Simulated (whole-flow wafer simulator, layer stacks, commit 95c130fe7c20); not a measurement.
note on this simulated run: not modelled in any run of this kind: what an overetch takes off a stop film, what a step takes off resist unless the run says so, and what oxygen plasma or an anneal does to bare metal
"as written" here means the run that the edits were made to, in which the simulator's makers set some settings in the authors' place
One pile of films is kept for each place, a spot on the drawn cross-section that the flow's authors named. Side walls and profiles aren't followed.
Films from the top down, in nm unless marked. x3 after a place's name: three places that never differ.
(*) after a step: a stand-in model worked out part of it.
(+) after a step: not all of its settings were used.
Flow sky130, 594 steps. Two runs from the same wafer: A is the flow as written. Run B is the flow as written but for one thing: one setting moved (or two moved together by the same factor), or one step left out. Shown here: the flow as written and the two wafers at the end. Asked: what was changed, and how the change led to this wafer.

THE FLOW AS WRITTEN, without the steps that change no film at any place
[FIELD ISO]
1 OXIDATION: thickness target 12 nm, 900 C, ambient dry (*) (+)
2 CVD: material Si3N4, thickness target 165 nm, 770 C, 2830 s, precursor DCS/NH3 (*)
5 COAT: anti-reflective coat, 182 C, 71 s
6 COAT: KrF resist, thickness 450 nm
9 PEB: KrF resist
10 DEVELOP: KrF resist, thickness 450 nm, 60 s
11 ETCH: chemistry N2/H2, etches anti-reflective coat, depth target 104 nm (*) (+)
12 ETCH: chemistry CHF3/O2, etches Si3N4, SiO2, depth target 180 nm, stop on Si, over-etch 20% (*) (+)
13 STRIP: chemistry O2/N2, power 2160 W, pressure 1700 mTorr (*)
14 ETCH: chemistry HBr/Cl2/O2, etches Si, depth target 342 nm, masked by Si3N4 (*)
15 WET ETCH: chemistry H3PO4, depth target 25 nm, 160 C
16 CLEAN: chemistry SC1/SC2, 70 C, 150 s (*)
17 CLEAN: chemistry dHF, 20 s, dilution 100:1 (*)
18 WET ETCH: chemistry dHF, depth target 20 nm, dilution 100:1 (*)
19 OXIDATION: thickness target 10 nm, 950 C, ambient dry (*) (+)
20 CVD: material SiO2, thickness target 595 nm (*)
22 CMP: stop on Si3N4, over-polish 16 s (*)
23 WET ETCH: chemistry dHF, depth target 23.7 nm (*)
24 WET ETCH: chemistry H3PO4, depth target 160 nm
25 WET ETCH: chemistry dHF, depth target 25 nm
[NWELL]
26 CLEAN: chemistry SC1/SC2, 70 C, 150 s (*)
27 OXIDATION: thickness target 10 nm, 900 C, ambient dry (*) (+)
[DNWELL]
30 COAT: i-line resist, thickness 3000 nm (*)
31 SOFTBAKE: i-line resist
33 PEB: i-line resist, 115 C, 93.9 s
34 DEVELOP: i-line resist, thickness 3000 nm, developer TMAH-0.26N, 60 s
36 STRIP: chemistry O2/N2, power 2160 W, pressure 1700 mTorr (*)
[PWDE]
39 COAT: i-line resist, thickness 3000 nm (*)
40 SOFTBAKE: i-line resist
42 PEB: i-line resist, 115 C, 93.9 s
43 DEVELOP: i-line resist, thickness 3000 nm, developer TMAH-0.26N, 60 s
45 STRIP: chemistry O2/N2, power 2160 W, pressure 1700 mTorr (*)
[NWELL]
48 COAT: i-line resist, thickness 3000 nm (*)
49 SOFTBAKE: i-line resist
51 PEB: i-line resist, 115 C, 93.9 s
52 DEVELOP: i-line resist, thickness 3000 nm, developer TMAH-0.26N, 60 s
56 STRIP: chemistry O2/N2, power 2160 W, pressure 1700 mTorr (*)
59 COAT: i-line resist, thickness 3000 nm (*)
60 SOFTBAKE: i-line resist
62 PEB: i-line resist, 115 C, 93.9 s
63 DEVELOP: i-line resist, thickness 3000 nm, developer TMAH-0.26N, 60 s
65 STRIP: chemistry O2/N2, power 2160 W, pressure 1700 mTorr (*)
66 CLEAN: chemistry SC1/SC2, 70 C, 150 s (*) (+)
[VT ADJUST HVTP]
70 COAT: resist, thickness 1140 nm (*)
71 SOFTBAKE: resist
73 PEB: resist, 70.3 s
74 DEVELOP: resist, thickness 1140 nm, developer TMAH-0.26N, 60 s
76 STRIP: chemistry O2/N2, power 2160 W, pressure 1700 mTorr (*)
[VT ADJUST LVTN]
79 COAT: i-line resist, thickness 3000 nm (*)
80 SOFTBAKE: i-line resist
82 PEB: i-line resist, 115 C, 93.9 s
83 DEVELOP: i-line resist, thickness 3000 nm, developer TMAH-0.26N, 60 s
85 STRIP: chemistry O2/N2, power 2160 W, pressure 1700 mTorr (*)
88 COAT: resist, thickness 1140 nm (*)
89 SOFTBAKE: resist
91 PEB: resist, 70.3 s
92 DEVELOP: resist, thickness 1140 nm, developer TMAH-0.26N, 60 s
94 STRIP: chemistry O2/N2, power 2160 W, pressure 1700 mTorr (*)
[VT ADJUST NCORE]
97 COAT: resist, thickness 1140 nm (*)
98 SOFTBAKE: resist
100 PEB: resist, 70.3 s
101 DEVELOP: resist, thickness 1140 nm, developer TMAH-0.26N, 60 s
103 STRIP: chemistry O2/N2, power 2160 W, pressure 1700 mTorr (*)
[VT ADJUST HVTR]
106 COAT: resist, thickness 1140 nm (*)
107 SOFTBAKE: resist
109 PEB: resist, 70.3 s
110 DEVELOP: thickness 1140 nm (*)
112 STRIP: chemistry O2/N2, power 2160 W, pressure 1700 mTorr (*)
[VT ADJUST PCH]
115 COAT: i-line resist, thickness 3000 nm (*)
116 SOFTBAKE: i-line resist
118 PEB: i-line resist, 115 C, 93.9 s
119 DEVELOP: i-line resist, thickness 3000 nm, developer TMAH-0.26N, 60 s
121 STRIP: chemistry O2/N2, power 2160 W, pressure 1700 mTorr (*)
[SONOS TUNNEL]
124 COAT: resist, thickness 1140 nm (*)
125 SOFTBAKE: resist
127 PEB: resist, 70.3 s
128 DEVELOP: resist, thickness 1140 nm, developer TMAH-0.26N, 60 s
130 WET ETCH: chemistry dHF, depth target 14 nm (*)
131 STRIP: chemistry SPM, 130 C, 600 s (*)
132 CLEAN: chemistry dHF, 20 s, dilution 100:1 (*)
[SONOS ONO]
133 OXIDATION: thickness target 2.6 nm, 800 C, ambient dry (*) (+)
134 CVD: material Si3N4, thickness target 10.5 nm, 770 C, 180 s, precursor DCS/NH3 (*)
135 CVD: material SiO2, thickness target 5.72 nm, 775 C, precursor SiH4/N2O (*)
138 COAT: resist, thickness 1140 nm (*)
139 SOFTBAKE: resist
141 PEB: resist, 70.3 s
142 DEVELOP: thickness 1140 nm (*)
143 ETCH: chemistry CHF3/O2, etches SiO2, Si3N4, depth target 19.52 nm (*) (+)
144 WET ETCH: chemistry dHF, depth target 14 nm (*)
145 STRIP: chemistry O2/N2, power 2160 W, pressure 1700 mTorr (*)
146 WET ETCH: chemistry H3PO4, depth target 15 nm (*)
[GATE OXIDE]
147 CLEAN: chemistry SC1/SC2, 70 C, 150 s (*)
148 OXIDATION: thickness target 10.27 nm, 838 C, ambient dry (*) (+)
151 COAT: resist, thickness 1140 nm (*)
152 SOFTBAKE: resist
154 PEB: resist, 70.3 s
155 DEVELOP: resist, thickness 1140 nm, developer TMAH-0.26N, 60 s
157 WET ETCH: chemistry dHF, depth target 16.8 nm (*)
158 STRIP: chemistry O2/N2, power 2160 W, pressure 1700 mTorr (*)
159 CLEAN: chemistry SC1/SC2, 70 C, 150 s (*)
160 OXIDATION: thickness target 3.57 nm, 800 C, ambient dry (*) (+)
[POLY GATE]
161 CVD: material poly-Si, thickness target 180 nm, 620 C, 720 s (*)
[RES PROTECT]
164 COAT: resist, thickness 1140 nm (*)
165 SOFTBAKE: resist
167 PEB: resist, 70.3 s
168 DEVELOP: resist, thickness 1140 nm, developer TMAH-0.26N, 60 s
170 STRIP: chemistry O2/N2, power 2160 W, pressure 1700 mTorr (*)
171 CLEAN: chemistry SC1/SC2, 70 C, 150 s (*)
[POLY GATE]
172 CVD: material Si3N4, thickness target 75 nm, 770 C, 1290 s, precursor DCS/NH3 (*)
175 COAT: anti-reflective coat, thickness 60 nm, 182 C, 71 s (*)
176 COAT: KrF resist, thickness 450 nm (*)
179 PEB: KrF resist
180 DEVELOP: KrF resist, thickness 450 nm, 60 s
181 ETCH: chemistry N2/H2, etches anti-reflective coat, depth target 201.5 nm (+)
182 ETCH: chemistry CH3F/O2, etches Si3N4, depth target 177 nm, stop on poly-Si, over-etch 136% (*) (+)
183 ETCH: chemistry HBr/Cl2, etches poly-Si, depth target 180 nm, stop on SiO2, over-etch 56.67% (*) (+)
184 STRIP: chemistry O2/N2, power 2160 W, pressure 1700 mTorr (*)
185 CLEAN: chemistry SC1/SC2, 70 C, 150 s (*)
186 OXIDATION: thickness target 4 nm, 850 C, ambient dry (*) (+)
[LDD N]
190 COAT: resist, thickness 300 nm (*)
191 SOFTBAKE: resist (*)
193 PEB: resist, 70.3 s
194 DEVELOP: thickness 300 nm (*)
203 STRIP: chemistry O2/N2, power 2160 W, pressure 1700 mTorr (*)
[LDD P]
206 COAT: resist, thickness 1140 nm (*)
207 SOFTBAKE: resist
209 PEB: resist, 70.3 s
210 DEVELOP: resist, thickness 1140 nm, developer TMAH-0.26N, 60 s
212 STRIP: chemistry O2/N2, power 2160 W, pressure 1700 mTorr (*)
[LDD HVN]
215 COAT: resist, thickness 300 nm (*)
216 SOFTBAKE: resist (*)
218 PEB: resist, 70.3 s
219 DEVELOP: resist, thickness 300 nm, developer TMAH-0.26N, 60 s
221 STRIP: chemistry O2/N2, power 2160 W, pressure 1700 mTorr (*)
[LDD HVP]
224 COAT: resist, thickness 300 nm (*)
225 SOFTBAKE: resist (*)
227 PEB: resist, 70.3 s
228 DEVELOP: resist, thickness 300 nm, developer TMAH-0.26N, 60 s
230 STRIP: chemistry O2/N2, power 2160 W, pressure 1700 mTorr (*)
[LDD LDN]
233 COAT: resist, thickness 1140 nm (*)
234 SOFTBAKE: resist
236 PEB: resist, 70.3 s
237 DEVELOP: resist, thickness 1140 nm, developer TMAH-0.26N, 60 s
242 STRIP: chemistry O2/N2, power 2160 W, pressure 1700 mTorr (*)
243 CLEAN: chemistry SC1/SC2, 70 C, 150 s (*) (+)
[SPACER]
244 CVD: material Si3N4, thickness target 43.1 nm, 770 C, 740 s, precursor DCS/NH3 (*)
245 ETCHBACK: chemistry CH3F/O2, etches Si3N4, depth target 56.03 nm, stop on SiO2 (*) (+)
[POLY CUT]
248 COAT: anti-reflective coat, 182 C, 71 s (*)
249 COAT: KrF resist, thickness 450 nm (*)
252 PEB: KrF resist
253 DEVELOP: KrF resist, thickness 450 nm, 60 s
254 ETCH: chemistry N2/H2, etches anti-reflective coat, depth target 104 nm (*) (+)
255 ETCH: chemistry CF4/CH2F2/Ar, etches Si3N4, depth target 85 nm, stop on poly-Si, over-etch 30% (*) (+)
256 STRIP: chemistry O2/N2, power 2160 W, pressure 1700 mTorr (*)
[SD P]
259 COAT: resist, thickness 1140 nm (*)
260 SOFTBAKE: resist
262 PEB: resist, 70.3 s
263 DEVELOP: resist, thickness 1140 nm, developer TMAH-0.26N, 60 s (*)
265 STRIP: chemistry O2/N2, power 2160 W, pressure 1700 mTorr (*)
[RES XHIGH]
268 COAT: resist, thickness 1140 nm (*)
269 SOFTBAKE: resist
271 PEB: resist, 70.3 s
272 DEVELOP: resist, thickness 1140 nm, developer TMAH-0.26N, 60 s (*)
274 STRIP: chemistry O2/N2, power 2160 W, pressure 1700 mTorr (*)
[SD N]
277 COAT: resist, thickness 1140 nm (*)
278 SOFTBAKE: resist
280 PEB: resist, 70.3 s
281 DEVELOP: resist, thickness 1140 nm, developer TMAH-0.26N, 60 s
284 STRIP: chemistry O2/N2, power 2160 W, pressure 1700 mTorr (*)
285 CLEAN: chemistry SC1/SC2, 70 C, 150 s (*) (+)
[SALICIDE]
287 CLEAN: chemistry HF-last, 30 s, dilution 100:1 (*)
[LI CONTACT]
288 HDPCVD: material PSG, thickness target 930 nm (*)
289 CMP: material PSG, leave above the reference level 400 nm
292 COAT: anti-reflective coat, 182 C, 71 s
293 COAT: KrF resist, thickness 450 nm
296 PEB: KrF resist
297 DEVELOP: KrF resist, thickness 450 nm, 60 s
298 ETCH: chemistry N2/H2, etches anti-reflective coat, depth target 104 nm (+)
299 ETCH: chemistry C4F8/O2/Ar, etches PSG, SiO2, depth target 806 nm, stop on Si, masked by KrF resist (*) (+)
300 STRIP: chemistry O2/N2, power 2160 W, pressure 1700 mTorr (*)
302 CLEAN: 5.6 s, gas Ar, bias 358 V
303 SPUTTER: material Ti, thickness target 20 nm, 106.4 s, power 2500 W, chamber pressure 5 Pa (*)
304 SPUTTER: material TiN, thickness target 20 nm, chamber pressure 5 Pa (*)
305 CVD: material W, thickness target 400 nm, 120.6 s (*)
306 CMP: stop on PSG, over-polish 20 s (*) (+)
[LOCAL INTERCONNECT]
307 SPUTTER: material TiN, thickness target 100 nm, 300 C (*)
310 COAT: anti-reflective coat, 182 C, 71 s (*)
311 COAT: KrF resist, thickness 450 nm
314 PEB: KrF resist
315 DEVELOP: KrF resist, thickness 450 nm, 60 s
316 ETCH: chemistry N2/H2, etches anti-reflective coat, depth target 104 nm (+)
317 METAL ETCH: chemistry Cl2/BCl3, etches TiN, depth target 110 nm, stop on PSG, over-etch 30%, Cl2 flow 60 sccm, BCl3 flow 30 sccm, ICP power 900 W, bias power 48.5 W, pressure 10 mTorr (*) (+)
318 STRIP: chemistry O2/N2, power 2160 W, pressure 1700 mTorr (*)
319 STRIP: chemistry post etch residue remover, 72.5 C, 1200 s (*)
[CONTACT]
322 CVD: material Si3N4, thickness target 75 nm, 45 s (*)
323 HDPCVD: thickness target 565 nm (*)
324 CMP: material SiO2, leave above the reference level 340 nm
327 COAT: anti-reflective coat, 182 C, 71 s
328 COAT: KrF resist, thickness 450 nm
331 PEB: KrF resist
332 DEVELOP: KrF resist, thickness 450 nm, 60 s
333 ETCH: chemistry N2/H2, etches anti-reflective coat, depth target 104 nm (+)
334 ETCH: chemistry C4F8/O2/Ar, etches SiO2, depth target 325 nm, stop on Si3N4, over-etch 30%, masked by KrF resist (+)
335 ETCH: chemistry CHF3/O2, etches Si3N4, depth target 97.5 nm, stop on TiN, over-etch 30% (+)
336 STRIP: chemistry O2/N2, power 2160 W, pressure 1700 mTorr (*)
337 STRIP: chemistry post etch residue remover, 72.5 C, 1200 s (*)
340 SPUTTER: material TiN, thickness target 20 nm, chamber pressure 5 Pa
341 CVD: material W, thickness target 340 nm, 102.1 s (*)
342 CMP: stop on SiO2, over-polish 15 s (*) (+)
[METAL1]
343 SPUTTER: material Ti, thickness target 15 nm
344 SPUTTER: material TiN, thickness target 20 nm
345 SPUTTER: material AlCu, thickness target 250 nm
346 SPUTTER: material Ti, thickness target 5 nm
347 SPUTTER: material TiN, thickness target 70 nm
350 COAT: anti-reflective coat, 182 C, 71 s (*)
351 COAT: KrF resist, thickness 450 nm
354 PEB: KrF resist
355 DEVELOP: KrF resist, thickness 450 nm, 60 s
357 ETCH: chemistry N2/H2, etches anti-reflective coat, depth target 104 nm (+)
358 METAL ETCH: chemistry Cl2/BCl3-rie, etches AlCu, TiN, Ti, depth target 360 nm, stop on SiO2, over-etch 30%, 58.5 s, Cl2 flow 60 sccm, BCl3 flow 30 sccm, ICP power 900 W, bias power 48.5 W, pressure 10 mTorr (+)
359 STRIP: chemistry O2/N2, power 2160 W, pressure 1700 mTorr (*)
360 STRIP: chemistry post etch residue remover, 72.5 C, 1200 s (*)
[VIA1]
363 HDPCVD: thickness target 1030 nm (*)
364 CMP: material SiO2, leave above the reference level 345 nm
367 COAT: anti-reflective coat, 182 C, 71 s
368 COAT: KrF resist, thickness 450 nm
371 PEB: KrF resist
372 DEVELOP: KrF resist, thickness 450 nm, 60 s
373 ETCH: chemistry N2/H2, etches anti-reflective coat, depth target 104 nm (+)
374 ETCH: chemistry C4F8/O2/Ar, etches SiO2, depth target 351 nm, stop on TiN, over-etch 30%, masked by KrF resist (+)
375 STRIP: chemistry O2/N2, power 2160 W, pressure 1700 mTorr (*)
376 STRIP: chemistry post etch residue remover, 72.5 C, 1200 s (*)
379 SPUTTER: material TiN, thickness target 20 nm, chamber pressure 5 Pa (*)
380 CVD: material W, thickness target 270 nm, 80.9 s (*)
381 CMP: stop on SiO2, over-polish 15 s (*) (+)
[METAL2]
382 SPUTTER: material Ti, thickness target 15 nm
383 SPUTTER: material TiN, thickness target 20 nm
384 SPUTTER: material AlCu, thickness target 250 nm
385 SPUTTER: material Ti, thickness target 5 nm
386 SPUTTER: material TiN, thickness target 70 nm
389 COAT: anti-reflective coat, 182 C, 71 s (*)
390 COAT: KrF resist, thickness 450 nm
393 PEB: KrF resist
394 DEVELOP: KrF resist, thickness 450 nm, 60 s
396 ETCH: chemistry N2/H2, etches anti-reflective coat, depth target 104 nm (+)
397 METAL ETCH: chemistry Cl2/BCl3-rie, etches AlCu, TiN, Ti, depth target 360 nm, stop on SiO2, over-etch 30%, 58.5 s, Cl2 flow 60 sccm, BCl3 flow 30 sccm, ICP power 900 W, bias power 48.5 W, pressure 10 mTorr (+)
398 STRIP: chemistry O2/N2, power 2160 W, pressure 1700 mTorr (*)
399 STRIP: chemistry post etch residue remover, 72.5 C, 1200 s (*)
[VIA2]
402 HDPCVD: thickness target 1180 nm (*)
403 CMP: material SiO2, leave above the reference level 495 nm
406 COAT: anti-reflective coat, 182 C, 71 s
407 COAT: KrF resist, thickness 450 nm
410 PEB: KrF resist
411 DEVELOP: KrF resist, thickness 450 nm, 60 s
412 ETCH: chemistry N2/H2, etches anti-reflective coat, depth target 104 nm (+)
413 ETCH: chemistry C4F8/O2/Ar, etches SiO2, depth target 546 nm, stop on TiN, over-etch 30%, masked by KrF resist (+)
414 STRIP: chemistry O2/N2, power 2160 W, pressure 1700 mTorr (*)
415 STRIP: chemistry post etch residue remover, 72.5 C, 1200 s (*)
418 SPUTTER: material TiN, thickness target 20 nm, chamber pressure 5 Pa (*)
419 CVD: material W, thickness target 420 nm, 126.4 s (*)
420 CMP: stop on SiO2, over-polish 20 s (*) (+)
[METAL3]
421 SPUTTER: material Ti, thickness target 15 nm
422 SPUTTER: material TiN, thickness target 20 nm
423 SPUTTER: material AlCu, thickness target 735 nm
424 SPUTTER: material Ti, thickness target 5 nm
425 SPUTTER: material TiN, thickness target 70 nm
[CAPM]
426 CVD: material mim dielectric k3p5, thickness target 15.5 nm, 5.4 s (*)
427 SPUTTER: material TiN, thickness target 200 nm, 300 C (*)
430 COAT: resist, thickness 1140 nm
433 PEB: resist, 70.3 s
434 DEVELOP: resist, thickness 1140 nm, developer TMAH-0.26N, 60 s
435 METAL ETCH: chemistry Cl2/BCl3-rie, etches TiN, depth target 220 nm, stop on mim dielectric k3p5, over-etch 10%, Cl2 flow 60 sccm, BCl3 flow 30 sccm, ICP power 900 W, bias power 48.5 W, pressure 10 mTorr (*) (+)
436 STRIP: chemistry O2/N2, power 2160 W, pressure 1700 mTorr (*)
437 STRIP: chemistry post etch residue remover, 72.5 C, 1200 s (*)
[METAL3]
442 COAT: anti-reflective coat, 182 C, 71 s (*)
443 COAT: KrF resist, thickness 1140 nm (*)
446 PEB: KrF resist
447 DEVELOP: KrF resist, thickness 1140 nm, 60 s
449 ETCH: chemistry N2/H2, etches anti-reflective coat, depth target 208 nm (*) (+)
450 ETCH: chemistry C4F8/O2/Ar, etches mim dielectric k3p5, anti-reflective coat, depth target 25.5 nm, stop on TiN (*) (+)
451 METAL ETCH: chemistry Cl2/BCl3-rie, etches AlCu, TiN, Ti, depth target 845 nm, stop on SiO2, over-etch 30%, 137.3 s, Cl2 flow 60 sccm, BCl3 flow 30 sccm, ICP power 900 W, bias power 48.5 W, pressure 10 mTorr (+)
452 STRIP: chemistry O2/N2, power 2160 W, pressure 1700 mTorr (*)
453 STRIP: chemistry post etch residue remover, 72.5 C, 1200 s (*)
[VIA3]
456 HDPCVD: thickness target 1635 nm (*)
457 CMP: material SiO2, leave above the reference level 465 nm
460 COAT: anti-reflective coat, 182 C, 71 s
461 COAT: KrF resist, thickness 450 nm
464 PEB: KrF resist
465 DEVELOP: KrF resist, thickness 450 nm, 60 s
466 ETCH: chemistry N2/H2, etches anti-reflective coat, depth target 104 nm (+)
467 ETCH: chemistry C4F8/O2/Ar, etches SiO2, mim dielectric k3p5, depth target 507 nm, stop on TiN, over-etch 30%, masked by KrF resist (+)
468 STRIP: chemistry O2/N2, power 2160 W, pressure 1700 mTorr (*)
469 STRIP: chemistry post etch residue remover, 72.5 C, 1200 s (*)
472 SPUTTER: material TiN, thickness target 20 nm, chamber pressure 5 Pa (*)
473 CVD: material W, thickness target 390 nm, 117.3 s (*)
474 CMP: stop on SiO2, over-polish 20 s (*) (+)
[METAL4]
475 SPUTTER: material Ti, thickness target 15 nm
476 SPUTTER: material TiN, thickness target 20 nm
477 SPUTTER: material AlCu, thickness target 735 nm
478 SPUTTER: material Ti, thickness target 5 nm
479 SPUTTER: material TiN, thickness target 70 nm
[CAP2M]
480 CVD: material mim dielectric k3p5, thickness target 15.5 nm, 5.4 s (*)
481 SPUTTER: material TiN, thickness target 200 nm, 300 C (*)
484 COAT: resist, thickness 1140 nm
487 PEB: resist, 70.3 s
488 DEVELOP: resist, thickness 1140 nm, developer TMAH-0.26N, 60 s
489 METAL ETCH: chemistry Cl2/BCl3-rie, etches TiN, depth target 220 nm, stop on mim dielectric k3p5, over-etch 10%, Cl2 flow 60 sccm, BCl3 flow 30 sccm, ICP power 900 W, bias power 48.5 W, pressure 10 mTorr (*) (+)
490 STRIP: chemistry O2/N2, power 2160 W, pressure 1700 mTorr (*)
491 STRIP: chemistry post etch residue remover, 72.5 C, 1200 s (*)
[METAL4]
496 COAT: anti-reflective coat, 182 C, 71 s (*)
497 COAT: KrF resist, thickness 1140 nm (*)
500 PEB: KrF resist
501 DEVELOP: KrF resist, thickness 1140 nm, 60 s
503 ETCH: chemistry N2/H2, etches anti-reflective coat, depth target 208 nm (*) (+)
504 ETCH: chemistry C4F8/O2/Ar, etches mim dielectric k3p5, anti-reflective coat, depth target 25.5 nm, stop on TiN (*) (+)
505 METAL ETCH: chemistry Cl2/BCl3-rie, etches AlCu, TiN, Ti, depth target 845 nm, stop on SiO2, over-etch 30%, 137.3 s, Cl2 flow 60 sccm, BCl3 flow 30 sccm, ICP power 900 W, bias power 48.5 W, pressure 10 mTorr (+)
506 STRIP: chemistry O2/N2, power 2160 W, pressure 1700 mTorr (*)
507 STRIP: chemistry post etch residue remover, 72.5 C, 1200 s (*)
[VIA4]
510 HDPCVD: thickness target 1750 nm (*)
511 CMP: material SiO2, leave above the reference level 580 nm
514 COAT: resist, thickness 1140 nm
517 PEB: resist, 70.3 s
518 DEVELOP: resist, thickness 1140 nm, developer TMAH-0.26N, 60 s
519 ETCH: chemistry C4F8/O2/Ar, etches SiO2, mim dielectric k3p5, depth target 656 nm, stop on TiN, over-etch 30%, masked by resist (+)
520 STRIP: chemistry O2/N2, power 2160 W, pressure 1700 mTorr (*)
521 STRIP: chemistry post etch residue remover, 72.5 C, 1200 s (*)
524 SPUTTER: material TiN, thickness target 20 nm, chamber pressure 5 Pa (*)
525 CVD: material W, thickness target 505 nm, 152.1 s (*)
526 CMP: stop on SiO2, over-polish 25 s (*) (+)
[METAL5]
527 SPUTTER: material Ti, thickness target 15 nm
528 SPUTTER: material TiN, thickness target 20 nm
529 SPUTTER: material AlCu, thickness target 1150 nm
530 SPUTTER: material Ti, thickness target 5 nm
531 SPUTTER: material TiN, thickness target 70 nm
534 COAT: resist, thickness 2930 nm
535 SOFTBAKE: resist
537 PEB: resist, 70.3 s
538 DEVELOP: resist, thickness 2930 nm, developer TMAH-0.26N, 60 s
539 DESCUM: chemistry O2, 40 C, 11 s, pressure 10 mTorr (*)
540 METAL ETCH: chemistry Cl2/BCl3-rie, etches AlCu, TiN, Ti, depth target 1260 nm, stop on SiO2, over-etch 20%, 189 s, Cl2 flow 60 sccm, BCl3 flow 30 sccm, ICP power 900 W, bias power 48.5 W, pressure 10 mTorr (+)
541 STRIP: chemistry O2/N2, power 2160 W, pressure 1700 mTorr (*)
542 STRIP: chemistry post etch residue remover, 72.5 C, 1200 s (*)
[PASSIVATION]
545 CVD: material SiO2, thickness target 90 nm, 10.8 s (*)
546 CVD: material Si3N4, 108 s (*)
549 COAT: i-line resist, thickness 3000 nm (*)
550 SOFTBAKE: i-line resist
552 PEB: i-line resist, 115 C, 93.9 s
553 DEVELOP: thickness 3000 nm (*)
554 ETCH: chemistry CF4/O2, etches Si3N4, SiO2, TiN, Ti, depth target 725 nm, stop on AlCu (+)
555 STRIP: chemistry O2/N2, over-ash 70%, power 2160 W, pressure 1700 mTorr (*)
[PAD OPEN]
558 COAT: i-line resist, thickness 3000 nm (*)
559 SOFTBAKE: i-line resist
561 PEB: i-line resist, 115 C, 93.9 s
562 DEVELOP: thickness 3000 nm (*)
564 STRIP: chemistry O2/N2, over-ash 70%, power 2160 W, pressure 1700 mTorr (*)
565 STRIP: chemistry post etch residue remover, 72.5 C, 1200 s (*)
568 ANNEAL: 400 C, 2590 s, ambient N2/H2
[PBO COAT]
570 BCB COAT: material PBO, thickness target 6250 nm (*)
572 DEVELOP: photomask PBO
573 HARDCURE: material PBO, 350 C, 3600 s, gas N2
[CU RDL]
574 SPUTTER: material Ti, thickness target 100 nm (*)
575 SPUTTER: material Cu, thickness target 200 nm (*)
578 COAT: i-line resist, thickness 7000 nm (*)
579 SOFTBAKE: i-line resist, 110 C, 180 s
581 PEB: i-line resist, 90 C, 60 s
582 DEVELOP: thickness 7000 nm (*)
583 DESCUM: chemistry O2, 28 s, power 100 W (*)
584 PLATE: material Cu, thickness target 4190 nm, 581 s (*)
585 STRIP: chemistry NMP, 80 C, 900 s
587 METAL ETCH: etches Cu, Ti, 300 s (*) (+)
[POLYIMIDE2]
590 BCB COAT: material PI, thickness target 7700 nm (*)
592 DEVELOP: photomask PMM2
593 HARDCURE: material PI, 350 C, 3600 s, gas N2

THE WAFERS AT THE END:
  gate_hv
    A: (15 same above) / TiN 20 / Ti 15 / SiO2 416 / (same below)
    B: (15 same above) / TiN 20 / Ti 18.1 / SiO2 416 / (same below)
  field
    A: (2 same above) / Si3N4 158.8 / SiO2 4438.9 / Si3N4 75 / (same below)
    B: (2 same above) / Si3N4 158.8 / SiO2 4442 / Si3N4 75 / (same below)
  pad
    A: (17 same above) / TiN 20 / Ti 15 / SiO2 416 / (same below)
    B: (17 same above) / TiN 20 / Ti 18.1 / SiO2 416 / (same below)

The cause: step 421, SPUTTER: thickness target 18.1 nm was run, where the flow has thickness target 15 nm.
It can be read off the wafer: gate_hv has Ti 18.1, and step 421 as written asks for 15 nm.

How the change led to this, step by step:
  421 SPUTTER: material Ti, thickness target 15 nm
      field, active, n_well and 188 more: A Ti +15 (new film) | B Ti +18.1 (new film)
  451 METAL ETCH: chemistry Cl2/BCl3-rie, etches AlCu, TiN, Ti, depth target 845 nm, stop on SiO2, over-etch 30%, 137.3 s, Cl2 flow 60 sccm, BCl3 flow 30 sccm, ICP power 900 W, bias power 48.5 W, pressure 10 mTorr (+)
      field, gate, spacer and 68 more: A TiN -70 (all of it), Ti -5 (all of it), AlCu -735 (all of it), TiN -20 (all of it), Ti -15 (all of it), SiO2 -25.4 | B TiN -70 (all of it), Ti -5 (all of it), AlCu -735 (all of it), TiN -20 (all of it), Ti -18.1 (all of it), SiO2 -25
      active, vpp_ln, vpp_iso2 and 11 more: A TiN -70 (all of it), Ti -5 (all of it), AlCu -735 (all of it), TiN -20 (all of it), Ti -15 (all of it), SiO2 -25.3 | B TiN -70 (all of it), Ti -5 (all of it), AlCu -735 (all of it), TiN -20 (all of it), Ti -18.1 (all of it), SiO2 -25
